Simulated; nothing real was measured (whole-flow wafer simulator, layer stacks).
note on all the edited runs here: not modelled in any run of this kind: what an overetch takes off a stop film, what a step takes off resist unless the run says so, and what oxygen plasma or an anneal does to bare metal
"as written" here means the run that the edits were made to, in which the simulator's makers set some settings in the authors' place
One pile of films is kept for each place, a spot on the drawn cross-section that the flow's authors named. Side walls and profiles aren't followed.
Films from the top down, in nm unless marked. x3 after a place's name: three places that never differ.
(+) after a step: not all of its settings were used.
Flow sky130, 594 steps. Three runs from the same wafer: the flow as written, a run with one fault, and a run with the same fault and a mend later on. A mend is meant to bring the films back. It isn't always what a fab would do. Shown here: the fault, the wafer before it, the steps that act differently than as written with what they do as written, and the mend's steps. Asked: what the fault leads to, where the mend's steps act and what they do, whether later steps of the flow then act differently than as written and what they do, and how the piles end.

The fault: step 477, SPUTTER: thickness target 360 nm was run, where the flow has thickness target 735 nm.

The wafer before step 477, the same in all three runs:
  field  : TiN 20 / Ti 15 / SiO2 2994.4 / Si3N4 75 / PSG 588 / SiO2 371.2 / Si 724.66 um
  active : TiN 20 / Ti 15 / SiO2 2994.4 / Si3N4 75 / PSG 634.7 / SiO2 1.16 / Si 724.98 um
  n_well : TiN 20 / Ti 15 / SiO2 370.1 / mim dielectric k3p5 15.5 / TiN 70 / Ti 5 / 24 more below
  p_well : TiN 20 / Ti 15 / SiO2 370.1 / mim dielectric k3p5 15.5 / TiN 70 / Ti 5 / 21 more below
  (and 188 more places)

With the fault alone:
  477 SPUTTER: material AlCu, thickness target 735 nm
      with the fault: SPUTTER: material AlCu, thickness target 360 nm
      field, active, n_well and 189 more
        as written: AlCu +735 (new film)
        with the fault: AlCu +360 (new film)
  Later steps of the flow that act differently than as written:
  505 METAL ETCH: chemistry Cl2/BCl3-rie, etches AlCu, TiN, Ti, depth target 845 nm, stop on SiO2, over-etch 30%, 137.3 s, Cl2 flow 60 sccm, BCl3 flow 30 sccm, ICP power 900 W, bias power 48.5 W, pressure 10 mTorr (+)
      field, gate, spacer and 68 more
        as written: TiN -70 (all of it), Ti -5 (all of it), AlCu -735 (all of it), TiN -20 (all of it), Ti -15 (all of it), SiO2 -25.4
        with the fault: TiN -70 (all of it), Ti -5 (all of it), AlCu -360 (all of it), TiN -20 (all of it), Ti -15 (all of it), SiO2 -62.9
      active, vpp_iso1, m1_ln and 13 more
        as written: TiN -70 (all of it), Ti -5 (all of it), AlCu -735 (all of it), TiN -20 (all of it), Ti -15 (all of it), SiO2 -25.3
        with the fault: TiN -70 (all of it), Ti -5 (all of it), AlCu -360 (all of it), TiN -20 (all of it), Ti -15 (all of it), SiO2 -62.8
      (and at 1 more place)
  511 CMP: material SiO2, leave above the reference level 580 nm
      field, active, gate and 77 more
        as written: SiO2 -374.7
        with the fault: SiO2 -712.2
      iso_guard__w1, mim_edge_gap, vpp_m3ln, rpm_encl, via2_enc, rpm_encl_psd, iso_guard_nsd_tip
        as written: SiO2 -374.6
        with the fault: SiO2 -712.1
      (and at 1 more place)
  At the end the piles differ from the flow's by more than 2% or 0.5 nm, whichever is larger, at field, active, n_well and 190 more.
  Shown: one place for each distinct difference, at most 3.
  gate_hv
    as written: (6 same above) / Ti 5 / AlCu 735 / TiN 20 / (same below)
    with the fault: (6 same above) / Ti 5 / AlCu 360 / TiN 20 / (same below)
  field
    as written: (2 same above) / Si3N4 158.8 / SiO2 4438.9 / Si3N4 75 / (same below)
    with the fault: (2 same above) / Si3N4 158.8 / SiO2 4063.9 / Si3N4 75 / (same below)
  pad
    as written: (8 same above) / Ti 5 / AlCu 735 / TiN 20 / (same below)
    with the fault: (8 same above) / Ti 5 / AlCu 360 / TiN 20 / (same below)

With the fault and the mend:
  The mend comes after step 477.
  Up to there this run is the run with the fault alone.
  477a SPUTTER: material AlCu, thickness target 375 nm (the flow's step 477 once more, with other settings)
      field, active, n_well and 189 more
        AlCu +375
  No later step of the flow acts differently than as written at any place that is followed.
  At the end the piles are the same as the flow's at every place that both follow.
